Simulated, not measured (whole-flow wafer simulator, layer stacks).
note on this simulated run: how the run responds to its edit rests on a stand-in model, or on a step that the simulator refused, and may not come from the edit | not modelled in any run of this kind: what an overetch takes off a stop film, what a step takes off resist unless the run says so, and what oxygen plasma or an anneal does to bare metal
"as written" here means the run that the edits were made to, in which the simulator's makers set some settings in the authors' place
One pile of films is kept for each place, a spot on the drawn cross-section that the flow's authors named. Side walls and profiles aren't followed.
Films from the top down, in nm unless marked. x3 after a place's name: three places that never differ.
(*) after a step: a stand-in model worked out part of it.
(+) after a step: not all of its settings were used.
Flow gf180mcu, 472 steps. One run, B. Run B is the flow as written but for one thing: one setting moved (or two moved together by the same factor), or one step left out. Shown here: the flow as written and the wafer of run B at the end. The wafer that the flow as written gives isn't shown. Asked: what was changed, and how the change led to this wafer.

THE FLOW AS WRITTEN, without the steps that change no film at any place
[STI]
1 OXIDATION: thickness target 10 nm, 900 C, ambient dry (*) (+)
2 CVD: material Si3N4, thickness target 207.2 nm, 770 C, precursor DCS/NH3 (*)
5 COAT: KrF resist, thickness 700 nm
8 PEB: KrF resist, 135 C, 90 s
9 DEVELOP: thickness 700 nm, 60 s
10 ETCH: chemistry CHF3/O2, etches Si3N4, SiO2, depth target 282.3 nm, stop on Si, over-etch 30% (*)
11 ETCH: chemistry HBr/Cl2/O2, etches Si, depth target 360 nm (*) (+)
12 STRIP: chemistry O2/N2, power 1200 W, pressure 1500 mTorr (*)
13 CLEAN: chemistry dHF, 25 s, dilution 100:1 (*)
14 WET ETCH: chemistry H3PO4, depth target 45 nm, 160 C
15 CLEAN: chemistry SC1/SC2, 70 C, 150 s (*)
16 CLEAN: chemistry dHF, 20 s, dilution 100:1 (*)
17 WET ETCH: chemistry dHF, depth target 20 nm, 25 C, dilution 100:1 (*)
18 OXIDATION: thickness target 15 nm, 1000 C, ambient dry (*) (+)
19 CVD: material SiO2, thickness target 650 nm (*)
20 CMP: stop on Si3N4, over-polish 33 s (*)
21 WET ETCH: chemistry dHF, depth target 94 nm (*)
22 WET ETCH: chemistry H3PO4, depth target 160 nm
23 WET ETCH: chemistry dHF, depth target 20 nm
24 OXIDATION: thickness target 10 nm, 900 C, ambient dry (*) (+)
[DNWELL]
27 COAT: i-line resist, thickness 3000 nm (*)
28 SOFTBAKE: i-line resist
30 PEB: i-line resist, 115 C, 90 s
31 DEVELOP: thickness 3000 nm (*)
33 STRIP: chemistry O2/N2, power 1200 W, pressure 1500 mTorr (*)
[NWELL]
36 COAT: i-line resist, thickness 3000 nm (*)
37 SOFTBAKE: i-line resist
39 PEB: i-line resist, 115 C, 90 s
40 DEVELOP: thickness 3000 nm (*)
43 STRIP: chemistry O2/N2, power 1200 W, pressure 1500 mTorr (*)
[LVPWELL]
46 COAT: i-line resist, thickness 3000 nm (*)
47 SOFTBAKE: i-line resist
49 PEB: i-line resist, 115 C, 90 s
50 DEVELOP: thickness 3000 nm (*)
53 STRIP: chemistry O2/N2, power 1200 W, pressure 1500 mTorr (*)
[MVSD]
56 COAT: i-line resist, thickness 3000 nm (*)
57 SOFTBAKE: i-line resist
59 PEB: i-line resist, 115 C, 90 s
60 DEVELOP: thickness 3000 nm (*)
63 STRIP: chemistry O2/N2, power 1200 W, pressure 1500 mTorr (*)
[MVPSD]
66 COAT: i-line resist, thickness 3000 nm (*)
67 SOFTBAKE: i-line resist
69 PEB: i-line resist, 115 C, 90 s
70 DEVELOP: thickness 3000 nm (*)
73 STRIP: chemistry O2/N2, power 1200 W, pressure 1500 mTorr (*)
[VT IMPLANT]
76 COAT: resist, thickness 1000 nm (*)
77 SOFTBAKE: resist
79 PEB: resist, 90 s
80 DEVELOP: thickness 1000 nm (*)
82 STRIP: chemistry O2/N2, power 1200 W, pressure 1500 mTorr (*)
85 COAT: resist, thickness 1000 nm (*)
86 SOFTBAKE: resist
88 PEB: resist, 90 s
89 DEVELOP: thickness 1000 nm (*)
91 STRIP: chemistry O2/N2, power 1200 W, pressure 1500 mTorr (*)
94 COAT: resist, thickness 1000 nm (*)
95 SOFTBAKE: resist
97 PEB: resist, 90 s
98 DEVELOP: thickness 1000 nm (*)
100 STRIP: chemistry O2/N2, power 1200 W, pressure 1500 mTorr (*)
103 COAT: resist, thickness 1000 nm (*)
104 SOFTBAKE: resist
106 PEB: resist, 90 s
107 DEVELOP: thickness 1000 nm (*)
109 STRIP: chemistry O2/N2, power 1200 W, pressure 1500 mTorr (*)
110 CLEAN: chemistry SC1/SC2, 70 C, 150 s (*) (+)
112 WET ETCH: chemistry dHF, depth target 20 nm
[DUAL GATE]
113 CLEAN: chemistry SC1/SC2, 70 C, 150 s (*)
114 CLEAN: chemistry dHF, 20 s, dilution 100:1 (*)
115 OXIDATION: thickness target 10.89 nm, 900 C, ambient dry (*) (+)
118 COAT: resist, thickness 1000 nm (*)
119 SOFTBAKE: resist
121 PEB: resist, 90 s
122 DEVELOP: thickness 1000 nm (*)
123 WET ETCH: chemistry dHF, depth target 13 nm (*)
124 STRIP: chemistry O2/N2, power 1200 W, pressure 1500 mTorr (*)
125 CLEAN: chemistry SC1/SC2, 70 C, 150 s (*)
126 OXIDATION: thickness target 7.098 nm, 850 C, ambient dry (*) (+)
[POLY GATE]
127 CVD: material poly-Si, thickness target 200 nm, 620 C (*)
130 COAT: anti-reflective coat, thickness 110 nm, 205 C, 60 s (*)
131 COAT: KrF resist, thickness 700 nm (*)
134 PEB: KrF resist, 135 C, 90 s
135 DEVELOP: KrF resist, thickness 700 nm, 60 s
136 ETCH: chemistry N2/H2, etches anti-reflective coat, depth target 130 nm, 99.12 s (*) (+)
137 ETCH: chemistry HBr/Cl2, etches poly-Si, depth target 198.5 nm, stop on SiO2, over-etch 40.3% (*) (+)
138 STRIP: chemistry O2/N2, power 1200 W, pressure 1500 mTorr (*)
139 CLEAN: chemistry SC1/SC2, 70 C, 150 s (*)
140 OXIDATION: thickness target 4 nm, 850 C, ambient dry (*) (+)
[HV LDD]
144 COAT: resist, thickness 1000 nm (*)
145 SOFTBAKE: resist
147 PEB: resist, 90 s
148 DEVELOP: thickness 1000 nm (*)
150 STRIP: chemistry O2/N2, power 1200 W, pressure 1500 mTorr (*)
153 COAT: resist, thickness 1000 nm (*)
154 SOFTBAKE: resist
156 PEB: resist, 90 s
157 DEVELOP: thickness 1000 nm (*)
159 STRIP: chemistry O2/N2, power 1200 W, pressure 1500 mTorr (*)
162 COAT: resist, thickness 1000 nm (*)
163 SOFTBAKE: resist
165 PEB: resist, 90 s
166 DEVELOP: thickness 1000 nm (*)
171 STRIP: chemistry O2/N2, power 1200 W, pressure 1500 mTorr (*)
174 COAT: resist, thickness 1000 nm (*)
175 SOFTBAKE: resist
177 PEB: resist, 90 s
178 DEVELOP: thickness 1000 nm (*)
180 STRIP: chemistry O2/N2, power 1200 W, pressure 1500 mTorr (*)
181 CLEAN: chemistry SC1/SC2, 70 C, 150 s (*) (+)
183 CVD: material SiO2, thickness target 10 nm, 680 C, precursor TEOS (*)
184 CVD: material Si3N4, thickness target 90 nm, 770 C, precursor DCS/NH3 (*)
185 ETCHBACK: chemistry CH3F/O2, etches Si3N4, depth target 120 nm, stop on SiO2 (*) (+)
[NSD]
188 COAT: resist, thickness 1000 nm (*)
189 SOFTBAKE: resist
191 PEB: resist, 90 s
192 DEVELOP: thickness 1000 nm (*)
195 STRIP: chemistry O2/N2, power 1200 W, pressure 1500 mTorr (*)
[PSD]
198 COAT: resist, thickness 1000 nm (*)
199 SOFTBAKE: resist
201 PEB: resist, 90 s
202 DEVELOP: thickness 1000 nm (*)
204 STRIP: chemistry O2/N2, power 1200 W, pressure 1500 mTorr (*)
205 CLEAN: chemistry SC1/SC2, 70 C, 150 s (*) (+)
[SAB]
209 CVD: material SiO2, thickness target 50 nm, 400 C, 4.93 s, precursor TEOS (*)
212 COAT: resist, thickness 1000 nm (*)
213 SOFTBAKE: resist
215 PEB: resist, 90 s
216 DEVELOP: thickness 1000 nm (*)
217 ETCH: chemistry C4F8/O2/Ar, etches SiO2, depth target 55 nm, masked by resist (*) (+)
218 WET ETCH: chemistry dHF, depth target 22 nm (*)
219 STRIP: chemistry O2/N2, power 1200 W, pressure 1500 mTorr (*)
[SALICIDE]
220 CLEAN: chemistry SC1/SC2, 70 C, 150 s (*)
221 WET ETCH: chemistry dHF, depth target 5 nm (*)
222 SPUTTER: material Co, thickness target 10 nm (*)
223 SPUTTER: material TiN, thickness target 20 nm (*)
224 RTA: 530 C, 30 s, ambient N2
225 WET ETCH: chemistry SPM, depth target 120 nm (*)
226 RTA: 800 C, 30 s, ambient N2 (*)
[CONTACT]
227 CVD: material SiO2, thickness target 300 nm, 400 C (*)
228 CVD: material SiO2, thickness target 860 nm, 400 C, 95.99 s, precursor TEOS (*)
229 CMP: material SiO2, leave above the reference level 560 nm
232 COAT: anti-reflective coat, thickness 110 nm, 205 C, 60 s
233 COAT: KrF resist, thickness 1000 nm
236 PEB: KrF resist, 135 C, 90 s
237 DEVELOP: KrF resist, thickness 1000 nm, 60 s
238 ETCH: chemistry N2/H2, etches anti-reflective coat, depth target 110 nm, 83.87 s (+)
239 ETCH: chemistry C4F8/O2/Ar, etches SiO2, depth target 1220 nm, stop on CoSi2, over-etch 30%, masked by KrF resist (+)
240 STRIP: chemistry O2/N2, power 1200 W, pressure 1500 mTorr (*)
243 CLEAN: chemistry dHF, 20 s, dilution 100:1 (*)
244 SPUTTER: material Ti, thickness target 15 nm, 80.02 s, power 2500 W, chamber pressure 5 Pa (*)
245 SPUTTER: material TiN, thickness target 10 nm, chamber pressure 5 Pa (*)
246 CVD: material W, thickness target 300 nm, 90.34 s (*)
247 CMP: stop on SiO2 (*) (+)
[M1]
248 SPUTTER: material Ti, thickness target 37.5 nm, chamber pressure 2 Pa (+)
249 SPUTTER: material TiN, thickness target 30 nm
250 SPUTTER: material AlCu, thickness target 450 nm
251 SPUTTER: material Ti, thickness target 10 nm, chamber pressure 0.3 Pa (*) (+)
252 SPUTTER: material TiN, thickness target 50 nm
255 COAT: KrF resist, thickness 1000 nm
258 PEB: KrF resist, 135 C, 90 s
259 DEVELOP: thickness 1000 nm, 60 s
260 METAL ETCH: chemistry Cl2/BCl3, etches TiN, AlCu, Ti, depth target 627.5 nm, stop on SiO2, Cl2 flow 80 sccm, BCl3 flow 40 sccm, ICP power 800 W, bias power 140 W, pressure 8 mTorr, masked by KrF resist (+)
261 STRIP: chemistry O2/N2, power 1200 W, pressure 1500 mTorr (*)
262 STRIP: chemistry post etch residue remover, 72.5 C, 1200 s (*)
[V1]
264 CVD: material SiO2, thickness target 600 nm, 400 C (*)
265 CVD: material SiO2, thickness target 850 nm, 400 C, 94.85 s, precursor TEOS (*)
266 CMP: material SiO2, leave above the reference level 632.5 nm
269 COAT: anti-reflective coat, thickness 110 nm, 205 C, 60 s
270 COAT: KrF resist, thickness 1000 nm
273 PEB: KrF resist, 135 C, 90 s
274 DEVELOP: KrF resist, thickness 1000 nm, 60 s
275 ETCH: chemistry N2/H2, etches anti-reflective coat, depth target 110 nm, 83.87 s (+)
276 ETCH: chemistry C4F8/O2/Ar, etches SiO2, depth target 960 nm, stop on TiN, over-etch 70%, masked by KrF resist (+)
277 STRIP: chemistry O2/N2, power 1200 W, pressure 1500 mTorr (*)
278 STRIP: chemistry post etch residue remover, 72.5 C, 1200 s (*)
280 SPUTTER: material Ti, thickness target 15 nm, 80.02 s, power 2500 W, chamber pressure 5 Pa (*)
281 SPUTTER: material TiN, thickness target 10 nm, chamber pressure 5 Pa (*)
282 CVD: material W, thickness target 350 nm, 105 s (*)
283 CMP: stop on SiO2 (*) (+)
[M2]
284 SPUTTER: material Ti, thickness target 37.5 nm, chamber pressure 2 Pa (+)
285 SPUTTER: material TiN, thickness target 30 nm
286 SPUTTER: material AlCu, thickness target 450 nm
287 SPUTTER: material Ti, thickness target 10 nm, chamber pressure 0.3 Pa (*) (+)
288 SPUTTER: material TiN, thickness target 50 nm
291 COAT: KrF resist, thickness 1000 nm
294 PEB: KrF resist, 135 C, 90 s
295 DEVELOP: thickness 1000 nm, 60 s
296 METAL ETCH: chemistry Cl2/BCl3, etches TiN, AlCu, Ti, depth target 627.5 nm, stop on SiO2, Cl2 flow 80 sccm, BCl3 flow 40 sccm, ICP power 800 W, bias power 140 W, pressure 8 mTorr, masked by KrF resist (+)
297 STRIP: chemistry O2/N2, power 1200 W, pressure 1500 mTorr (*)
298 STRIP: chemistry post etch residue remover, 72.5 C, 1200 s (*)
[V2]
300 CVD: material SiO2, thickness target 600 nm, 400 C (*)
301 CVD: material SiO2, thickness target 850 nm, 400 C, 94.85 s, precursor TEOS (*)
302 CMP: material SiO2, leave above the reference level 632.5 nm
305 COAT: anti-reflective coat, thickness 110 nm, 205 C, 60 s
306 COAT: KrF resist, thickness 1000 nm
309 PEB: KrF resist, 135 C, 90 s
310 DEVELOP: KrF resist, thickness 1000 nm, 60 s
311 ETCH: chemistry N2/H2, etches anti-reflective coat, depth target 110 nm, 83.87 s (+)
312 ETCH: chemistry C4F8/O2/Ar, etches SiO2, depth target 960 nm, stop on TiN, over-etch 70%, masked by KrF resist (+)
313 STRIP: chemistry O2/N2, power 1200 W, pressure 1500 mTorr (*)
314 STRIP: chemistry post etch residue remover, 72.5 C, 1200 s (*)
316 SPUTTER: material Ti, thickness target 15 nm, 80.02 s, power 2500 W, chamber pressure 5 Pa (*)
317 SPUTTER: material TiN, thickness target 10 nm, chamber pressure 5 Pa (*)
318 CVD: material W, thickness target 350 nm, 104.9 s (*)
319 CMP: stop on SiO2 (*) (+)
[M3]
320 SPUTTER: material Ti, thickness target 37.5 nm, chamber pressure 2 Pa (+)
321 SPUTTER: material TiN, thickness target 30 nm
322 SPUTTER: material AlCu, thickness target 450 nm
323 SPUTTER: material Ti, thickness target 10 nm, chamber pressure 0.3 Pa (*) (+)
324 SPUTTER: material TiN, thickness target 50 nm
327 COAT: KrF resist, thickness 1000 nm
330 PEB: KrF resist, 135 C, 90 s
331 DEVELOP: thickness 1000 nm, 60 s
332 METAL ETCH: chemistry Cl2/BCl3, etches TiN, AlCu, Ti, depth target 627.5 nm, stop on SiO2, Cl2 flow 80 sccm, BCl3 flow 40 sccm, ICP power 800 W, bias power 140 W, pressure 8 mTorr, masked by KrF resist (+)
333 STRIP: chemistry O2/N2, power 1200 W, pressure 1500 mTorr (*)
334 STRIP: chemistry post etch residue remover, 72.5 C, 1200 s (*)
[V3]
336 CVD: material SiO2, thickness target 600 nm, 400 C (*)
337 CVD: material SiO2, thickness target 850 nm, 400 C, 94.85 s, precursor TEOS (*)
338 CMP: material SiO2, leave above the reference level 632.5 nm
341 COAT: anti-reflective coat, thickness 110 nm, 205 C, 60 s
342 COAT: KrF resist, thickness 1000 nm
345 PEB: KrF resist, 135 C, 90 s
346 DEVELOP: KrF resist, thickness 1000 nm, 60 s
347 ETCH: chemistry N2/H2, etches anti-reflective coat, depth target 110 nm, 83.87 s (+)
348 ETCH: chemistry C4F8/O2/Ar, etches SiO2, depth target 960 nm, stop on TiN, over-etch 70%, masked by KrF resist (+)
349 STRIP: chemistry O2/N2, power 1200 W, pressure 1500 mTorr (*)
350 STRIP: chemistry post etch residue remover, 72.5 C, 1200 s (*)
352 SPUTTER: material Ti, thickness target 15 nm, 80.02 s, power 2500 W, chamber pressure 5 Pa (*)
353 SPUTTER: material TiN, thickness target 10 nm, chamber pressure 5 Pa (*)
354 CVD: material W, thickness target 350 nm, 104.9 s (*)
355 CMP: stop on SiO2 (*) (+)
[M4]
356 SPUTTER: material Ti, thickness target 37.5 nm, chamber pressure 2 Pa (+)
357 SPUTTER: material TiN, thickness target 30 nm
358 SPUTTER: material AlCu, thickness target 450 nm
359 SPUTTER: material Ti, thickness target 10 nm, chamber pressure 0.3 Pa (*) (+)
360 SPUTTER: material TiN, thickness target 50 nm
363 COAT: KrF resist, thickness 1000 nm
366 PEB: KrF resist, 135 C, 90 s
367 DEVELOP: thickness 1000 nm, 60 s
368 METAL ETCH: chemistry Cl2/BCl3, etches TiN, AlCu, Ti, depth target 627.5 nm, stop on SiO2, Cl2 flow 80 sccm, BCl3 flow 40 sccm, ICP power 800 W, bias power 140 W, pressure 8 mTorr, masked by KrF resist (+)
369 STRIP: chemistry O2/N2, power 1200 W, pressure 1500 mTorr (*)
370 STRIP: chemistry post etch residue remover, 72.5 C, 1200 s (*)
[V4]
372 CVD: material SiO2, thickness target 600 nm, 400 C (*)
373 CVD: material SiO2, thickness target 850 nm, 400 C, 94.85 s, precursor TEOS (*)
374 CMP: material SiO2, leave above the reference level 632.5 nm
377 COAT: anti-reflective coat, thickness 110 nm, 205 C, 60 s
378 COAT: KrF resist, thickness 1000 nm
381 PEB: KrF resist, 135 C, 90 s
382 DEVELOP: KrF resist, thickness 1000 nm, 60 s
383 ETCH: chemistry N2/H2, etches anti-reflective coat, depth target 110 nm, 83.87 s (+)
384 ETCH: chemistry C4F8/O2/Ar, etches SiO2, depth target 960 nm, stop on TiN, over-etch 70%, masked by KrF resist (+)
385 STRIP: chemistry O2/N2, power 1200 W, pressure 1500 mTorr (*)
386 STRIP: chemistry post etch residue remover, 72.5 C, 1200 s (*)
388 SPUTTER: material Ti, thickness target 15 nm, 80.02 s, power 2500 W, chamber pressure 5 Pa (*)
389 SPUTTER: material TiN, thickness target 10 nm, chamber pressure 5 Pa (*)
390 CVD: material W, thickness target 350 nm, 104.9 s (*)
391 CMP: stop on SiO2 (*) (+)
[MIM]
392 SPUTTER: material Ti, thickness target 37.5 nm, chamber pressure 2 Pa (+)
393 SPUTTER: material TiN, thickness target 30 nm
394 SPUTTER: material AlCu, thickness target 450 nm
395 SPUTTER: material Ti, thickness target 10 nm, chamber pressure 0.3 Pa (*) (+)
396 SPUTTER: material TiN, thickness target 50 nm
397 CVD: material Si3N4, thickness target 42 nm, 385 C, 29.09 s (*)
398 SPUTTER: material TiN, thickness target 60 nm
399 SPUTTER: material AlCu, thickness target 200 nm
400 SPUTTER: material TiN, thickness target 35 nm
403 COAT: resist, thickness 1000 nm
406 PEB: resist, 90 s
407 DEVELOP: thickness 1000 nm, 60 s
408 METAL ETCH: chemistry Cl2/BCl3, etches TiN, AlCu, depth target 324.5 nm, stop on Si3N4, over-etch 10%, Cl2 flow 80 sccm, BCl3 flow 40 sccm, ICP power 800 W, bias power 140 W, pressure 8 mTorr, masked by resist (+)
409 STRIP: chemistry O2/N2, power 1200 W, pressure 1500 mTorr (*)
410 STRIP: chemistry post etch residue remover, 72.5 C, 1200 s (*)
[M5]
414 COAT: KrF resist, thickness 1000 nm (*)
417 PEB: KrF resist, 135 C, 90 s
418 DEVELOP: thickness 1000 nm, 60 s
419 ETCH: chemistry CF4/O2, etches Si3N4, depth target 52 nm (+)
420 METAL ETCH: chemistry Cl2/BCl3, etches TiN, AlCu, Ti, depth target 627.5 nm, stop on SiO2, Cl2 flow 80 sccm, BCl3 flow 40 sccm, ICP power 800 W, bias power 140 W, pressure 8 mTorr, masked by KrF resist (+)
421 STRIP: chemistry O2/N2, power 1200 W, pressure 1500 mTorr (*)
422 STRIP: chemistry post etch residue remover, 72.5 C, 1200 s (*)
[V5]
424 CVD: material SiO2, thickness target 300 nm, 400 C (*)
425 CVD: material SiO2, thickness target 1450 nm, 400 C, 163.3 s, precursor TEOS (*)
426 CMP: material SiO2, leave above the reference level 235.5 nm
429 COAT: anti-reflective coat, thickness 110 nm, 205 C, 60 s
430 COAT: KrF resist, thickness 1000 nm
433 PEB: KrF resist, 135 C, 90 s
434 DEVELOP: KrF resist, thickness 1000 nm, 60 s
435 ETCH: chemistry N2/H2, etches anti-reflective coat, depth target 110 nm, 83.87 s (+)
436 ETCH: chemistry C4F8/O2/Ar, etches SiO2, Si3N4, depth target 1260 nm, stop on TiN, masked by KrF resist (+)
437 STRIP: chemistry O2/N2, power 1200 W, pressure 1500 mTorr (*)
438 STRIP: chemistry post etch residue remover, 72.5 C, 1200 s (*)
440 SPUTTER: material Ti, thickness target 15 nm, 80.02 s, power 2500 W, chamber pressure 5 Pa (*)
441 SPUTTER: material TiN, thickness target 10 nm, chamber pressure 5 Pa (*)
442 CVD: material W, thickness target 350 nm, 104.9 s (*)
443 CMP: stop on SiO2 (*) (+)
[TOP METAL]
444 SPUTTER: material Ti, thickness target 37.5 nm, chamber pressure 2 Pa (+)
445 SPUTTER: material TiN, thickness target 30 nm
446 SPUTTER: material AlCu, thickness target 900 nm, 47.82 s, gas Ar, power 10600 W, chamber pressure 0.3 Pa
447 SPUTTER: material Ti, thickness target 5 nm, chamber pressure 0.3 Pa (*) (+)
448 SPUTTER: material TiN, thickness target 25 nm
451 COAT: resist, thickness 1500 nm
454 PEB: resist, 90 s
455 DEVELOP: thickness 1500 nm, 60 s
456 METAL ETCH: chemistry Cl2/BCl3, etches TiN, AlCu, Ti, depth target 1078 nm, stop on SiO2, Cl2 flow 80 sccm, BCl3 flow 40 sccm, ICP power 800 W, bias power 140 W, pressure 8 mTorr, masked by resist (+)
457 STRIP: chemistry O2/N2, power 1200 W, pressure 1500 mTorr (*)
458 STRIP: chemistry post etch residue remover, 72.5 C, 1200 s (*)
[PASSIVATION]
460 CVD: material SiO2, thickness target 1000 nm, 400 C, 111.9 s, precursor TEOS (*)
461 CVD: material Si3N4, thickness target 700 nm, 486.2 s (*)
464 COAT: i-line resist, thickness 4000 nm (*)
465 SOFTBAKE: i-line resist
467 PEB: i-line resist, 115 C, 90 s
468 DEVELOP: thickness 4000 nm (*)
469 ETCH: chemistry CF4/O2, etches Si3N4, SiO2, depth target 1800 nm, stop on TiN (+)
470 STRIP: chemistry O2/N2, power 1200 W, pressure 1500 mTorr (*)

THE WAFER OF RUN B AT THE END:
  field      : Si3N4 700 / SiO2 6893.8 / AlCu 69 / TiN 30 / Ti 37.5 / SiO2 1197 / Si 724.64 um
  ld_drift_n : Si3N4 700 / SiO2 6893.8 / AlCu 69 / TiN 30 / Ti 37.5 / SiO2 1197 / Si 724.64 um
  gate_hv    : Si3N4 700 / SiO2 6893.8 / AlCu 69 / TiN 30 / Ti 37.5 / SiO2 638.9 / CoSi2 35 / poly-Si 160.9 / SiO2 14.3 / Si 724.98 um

The cause: step 260, METAL ETCH: depth target 435.3 nm was run, where the flow has depth target 627.5 nm.

How the change led to this, step by step:
  260 METAL ETCH: chemistry Cl2/BCl3, etches TiN, AlCu, Ti, depth target 627.5 nm, stop on SiO2, Cl2 flow 80 sccm, BCl3 flow 40 sccm, ICP power 800 W, bias power 140 W, pressure 8 mTorr, masked by KrF resist (+)
      field, field__w1, field__w2 and 99 more: TiN -50 (all of it), Ti -10 (all of it), AlCu -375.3 (as written it would be: TiN -50 (all of it), Ti -10 (all of it), AlCu -450 (all of it), TiN -30 (all of it), Ti -37.5 (all of it))
      field__w8, contact, m1 and 6 more: KrF resist -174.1 (as written it would be: KrF resist -251)
  261 STRIP: chemistry O2/N2, power 1200 W, pressure 1500 mTorr (*)
      field__w8, contact, m1 and 6 more: KrF resist -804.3 (all of it) (as written it would be: KrF resist -727.4 (all of it))
  262 STRIP: chemistry post etch residue remover, 72.5 C, 1200 s (*)
      field, field__w1, field__w2 and 99 more: AlCu -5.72 (as written it would be: nothing)
  264 CVD: material SiO2, thickness target 600 nm, 400 C (*)
      field, field__w1, field__w2 and 99 more: SiO2 +600 (new film) (as written it would be: SiO2 +600)
  266 CMP: material SiO2, leave above the reference level 632.5 nm
      field, field__w1, field__w2 and 99 more: SiO2 -436.5 (as written it would be: SiO2 -300)
Counting metal films that touch as one body, field has 1 body; the flow as written gives 0 bodies.
Counting metal films that touch as one body, ld_drift_n has 1 body; the flow as written gives 0 bodies.
Counting metal films that touch as one body, gate_hv has 2 bodies (between them, from the top down: SiO2 638.9); the flow as written gives 1 body.
